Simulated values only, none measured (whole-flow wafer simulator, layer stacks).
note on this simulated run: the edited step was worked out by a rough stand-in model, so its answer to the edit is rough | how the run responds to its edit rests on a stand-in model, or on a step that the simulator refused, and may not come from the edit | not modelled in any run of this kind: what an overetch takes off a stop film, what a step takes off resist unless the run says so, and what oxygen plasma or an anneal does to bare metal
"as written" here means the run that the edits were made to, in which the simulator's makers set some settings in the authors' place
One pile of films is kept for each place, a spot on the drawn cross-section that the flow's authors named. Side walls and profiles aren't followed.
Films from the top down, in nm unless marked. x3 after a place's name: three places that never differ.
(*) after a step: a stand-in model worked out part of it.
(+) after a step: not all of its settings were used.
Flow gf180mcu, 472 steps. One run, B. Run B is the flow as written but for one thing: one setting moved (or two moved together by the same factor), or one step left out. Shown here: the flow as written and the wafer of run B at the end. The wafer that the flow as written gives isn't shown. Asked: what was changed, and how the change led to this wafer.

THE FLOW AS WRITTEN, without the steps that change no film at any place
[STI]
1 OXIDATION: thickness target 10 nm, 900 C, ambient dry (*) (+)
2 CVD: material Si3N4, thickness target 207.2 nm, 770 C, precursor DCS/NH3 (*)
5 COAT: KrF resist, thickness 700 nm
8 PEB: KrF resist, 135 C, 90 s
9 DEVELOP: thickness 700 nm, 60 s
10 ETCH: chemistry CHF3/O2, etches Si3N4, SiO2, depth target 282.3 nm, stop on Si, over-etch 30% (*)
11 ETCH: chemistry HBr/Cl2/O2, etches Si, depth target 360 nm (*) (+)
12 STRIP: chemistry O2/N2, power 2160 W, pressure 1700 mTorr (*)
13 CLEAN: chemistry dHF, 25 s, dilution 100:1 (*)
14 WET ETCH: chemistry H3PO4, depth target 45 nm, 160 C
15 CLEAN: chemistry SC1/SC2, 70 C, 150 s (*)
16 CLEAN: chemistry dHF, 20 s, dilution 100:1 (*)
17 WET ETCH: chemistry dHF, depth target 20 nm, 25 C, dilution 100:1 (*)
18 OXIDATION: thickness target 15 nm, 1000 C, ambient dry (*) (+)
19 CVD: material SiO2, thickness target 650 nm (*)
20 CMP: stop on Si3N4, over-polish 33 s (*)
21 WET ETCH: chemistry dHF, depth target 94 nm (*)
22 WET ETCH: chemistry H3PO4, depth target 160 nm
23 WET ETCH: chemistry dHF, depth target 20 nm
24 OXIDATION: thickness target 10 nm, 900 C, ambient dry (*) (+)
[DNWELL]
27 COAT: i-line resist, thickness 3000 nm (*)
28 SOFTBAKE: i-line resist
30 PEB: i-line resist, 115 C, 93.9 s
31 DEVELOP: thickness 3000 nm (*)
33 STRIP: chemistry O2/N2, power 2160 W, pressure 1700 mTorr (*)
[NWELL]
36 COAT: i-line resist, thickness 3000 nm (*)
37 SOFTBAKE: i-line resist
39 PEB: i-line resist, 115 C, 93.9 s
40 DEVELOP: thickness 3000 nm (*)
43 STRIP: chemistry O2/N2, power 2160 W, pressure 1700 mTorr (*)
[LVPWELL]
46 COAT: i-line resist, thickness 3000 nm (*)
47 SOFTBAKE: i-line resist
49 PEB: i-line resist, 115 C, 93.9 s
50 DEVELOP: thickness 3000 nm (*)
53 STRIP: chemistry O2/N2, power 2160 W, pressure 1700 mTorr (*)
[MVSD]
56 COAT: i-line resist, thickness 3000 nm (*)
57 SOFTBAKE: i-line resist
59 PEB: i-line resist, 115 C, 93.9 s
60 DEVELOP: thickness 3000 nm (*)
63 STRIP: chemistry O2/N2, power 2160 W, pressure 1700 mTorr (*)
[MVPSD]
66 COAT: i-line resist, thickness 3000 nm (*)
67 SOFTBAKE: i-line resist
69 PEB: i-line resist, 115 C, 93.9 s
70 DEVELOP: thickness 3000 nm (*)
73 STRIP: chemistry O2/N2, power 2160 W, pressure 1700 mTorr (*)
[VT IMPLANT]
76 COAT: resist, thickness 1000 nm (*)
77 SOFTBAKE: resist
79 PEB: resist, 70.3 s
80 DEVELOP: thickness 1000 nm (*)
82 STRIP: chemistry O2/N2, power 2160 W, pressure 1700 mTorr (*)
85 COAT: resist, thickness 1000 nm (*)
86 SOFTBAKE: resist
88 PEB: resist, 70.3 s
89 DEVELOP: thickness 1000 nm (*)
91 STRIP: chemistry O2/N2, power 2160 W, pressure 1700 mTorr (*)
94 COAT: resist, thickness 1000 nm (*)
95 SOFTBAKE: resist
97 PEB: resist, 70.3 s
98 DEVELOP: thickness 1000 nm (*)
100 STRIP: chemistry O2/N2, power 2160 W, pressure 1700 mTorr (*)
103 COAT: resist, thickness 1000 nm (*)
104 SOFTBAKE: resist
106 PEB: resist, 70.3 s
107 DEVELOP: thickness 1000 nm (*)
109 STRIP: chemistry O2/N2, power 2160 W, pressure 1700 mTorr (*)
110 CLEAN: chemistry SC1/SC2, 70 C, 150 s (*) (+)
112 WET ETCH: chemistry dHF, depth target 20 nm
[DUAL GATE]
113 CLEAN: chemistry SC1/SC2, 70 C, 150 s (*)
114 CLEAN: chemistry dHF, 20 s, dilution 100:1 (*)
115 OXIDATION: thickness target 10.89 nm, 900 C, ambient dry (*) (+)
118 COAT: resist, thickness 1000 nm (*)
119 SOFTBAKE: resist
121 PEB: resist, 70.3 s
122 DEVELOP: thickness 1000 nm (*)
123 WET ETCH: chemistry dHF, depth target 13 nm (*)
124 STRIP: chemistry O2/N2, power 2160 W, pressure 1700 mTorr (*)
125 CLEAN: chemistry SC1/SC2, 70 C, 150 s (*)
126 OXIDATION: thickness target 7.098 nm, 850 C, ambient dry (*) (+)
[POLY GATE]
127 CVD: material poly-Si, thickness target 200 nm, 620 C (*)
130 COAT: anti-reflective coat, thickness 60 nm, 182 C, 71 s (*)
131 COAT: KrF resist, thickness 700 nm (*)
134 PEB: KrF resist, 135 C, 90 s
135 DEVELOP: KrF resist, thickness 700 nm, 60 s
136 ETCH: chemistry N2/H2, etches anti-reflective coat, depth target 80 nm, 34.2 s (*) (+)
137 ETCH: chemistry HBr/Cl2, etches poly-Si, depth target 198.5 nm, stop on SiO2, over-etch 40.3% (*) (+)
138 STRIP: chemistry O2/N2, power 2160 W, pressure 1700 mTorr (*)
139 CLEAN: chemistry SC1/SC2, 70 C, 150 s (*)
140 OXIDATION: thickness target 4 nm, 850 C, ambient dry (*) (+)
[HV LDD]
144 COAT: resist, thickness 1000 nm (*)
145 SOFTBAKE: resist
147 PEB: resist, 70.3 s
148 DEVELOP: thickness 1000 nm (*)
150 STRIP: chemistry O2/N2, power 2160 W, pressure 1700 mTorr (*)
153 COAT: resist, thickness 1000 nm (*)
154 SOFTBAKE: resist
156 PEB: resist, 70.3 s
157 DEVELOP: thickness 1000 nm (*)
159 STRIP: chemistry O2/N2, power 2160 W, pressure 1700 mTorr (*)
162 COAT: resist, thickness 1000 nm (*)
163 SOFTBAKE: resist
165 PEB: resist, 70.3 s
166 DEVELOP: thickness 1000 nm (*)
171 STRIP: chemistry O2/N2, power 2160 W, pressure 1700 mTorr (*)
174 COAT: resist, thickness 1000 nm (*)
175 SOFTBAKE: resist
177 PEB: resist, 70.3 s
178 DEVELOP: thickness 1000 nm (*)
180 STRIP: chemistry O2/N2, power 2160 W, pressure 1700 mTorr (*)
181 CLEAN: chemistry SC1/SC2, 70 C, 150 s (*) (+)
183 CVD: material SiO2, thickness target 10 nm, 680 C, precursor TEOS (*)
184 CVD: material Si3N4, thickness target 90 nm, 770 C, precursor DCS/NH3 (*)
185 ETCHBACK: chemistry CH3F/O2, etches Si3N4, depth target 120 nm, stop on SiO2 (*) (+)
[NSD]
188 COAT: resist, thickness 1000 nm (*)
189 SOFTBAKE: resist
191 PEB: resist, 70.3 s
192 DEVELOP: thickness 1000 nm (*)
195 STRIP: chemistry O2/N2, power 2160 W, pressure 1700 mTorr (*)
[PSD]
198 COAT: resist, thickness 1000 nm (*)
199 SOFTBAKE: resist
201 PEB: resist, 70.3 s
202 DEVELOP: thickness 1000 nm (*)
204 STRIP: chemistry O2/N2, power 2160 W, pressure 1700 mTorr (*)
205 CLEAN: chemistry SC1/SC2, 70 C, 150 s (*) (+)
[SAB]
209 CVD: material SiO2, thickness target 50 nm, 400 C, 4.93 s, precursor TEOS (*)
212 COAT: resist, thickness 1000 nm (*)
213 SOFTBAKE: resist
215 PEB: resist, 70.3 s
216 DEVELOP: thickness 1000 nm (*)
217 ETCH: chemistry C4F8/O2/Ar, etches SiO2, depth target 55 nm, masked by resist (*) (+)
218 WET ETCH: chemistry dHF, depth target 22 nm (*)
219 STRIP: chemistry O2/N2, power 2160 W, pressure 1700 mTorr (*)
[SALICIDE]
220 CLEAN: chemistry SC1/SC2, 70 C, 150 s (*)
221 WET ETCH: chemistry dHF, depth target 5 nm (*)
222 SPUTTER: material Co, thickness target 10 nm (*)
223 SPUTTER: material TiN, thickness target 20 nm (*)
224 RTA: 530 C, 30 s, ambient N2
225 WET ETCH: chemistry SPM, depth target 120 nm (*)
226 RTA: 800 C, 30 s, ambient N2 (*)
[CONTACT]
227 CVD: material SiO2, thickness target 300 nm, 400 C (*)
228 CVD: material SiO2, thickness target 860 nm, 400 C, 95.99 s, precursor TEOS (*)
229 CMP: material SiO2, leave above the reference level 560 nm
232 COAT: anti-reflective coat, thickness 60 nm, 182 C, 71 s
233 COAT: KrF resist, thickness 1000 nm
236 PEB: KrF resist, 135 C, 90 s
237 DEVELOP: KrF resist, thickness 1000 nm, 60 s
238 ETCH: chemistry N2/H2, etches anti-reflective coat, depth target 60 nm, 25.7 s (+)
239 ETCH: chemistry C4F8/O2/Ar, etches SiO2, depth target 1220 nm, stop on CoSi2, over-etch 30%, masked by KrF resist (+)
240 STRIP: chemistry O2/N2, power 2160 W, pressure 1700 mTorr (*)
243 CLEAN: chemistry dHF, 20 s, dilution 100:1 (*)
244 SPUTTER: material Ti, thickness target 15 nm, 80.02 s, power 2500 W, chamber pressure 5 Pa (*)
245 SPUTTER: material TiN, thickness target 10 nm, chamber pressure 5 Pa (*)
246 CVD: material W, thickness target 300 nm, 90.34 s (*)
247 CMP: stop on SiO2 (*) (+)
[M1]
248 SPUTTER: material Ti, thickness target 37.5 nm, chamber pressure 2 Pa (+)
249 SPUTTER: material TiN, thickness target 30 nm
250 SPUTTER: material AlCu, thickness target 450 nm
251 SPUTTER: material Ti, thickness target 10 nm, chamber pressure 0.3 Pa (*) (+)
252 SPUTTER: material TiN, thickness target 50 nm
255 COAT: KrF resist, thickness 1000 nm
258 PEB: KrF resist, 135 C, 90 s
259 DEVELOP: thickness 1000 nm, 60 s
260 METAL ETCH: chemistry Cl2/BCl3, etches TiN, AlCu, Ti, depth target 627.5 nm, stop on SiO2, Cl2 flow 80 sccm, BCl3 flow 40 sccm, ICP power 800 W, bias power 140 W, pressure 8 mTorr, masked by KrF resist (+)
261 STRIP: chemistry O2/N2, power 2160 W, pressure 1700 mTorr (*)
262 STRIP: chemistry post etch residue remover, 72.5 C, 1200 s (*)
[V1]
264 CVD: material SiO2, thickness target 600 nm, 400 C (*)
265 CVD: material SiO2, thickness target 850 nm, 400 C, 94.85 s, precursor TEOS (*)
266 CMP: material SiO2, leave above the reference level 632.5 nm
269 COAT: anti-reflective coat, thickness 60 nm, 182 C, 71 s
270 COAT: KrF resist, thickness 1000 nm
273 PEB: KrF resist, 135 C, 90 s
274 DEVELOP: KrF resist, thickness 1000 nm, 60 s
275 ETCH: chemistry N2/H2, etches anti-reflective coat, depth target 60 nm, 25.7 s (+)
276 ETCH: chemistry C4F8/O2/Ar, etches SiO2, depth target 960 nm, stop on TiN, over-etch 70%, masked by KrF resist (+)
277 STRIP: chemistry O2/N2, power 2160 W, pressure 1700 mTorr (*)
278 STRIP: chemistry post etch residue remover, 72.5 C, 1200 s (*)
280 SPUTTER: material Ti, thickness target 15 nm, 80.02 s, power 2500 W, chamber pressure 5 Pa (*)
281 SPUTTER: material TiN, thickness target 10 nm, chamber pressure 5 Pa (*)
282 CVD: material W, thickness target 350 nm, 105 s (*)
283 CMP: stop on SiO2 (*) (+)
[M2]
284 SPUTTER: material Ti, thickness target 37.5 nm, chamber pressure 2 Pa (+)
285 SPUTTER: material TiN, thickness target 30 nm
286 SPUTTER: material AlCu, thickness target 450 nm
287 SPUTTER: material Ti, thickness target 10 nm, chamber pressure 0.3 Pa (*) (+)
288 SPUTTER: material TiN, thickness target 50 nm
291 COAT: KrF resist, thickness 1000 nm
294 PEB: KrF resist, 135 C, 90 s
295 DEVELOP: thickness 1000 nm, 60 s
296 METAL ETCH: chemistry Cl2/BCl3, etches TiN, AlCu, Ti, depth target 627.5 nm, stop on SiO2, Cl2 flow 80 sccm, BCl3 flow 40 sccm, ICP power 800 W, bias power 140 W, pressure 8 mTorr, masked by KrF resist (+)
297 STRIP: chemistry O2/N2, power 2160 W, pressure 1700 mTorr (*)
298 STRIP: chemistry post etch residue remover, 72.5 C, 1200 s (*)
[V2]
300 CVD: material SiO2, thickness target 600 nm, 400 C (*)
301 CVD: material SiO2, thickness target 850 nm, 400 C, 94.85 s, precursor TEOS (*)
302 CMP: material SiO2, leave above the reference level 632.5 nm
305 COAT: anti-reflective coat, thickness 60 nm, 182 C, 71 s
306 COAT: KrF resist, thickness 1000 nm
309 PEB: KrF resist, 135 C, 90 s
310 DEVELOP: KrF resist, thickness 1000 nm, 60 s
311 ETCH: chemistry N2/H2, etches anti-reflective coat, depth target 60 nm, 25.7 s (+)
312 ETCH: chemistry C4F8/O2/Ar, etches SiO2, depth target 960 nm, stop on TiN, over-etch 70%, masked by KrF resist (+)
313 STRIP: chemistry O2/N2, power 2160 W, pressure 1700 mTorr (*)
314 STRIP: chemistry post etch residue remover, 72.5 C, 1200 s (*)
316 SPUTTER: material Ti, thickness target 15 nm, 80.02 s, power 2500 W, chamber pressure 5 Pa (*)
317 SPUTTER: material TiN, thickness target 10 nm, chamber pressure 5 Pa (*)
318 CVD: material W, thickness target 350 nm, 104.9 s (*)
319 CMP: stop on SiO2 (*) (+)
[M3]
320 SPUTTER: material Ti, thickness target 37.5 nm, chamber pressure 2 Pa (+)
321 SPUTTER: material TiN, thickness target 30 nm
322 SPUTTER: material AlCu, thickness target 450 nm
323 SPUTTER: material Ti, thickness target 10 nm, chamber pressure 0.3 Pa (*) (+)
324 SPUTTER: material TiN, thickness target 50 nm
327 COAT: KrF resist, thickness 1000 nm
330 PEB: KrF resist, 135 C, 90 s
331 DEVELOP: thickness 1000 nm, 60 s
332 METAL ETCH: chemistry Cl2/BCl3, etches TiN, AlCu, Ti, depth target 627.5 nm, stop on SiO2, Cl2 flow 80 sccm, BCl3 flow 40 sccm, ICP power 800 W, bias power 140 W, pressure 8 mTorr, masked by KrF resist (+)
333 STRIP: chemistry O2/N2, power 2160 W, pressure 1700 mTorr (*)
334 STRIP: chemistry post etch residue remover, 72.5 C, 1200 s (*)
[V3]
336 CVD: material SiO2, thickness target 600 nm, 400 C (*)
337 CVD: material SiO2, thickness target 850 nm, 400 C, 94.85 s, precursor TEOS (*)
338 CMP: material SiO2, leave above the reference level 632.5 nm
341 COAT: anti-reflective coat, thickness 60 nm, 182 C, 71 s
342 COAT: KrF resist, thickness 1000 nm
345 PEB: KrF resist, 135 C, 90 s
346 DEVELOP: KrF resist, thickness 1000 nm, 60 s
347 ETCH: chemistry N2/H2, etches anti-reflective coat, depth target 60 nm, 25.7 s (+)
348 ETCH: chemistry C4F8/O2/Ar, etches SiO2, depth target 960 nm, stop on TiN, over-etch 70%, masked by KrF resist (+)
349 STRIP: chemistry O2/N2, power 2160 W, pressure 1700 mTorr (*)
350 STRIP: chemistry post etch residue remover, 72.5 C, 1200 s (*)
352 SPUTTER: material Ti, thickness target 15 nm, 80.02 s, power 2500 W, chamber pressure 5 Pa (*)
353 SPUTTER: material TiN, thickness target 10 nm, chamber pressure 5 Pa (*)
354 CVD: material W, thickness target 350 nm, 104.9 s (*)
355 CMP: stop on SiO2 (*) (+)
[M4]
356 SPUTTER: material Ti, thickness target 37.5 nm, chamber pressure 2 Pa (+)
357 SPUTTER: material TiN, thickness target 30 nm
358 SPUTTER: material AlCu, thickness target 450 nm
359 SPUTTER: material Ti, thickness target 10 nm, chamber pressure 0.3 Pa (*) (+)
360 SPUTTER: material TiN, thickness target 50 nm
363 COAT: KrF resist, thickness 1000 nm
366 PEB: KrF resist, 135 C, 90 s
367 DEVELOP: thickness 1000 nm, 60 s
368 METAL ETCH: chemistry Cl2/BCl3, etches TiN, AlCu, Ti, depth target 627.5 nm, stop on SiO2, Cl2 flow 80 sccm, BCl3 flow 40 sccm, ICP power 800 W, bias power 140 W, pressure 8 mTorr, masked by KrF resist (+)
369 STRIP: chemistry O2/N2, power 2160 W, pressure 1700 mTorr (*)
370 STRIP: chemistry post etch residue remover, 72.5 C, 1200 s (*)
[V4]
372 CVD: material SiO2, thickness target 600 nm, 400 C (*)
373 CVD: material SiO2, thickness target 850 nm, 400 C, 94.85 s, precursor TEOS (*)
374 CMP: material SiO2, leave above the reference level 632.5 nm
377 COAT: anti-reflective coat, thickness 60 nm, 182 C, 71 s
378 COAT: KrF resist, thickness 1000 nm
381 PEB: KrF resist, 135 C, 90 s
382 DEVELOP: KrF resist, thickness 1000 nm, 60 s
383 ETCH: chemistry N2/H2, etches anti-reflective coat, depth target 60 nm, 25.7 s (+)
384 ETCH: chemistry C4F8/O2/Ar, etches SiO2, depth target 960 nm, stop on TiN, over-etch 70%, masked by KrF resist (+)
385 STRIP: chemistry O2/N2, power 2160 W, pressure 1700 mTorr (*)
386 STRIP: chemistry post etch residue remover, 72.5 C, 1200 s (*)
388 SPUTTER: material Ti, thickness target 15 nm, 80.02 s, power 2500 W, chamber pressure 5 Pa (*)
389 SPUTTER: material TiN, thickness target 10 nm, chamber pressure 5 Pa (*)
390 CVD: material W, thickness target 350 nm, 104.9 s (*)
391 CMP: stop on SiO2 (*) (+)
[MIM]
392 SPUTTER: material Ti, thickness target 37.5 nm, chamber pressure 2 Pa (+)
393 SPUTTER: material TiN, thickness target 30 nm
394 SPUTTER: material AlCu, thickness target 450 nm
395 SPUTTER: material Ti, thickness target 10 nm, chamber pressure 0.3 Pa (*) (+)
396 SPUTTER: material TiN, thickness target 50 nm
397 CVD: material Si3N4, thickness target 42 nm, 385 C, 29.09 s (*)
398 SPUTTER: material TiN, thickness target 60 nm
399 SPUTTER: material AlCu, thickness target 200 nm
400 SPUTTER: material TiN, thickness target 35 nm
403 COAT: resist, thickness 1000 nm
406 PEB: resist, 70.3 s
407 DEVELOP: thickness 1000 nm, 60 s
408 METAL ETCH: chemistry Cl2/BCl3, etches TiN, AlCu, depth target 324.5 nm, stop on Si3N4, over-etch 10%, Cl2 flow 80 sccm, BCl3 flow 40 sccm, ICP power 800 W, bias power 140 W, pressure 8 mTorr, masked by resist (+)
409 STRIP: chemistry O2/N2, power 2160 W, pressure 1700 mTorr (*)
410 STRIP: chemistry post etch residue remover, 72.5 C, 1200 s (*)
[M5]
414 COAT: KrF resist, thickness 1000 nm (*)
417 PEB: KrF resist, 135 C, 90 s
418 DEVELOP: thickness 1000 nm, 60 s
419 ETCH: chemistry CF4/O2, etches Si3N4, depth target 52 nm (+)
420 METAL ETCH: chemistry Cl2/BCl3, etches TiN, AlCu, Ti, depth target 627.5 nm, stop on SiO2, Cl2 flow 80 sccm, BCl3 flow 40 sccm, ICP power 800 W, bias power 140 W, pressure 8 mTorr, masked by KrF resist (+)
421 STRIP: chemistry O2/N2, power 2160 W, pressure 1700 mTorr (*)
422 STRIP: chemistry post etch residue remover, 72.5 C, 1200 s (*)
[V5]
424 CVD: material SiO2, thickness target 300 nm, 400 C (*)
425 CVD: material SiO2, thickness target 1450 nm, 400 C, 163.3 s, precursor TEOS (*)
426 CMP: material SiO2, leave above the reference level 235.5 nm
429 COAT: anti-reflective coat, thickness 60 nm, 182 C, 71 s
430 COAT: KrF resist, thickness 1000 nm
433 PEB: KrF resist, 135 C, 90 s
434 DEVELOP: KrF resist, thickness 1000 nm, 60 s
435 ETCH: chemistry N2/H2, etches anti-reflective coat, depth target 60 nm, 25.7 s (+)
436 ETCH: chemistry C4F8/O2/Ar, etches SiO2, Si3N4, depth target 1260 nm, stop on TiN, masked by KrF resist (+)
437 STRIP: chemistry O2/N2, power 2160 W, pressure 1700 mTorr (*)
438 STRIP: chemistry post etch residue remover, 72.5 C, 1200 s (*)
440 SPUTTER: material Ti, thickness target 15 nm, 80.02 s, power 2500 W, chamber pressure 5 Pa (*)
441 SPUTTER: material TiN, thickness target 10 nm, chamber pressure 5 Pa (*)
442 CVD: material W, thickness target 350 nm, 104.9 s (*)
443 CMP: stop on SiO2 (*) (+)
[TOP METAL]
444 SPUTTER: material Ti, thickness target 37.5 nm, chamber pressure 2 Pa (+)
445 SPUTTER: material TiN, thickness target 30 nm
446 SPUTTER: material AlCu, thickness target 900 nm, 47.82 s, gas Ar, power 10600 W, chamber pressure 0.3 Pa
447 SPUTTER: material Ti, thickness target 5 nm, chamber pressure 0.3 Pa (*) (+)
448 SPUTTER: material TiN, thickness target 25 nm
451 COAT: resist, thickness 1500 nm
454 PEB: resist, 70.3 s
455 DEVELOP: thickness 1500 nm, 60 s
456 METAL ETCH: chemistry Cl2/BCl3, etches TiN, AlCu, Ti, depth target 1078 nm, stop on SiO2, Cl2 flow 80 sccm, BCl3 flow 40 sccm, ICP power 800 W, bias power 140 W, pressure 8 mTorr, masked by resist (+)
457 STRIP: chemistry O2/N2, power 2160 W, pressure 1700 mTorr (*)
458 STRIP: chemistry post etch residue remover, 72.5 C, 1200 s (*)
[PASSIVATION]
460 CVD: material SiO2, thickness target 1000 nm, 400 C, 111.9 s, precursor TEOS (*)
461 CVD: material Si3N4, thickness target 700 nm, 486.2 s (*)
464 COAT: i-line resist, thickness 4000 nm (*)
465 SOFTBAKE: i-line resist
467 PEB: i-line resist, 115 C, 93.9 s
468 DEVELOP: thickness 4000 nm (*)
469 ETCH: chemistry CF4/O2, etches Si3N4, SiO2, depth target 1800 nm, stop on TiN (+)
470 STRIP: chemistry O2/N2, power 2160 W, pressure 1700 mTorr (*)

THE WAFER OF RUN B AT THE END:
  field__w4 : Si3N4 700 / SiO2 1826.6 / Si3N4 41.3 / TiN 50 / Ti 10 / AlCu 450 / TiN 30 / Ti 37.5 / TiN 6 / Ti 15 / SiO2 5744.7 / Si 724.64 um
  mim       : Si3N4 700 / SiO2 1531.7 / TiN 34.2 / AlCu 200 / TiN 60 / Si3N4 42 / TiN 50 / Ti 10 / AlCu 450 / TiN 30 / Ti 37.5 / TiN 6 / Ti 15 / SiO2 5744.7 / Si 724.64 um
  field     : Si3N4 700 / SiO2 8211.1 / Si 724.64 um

The cause: step 373, CVD: thickness target 502 nm was run, where the flow has thickness target 850 nm; step 373, CVD: 55.96 s was run, where the flow has 94.85 s.

How the change led to this, step by step:
  373 CVD: material SiO2, thickness target 850 nm, 400 C, 94.85 s, precursor TEOS (*)
      field, field__w1, field__w2 and 108 more: SiO2 +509 (as written it would be: SiO2 +850)
  374 CMP: material SiO2, leave above the reference level 632.5 nm
      field, field__w1, field__w2 and 103 more: nothing (as written it would be: SiO2 -300)
      field__w8, contact, m1, m1__w1, m1_nw: SiO2 -536.1 (as written it would be: SiO2 -877.1)
  377 COAT: anti-reflective coat, thickness 60 nm, 182 C, 71 s
      field: anti-reflective coat +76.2 (new film) (as written it would be: anti-reflective coat +60 (new film))
      field__w8: anti-reflective coat +36.9 (new film) (as written it would be: anti-reflective coat +60 (new film))
      (and at 11 more places)
  383 ETCH: chemistry N2/H2, etches anti-reflective coat, depth target 60 nm, 25.7 s (+)
      contact: anti-reflective coat -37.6 (all of it), SiO2 -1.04 (as written it would be: anti-reflective coat -60 (all of it), SiO2 -0.46)
  385 STRIP: chemistry O2/N2, power 2160 W, pressure 1700 mTorr (*)
      field: KrF resist -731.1 (all of it), anti-reflective coat -76.2 (all of it) (as written it would be: KrF resist -739.2 (all of it), anti-reflective coat -60 (all of it))
      field__w8: KrF resist -735.2 (all of it), anti-reflective coat -36.9 (all of it) (as written it would be: KrF resist -739.2 (all of it), anti-reflective coat -60 (all of it))
      (and at 10 more places)
  390 CVD: material W, thickness target 350 nm, 104.9 s (*)
      contact: W +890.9 (new film) (as written it would be: W +932.3 (new film))
  391 CMP: stop on SiO2 (*) (+)
      field, field__w1, field__w2 and 103 more: W -350 (all of it), TiN -4 (as written it would be: W -350 (all of it), TiN -10 (all of it), Ti -15 (all of it), SiO2 -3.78)
      field__w8, m1, m1__w1, m1_nw: W -350 (all of it), TiN -10 (all of it), Ti -15 (all of it), SiO2 -20 (as written it would be: W -350 (all of it), TiN -10 (all of it), Ti -15 (all of it), SiO2 -3.78)
      (and at 1 more place)
  420 METAL ETCH: chemistry Cl2/BCl3, etches TiN, AlCu, Ti, depth target 627.5 nm, stop on SiO2, Cl2 flow 80 sccm, BCl3 flow 40 sccm, ICP power 800 W, bias power 140 W, pressure 8 mTorr, masked by KrF resist (+)
      field, field__w1, field__w2 and 101 more: TiN -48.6 (all of it), Ti -10 (all of it), AlCu -450 (all of it), TiN -30 (all of it), Ti -37.5 (all of it), TiN -6 (all of it), Ti -15 (all of it) (as written it would be: TiN -48.6 (all of it), Ti -10 (all of it), AlCu -450 (all of it), TiN -30 (all of it), Ti -37.5 (all of it))
  426 CMP: material SiO2, leave above the reference level 235.5 nm
      field, field__w1, field__w5 and 92 more: SiO2 -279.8 (as written it would be: SiO2 -300.8)
      field__w2, field__w3, field__w12 and 6 more: SiO2 -250.7 (as written it would be: SiO2 -272.7)
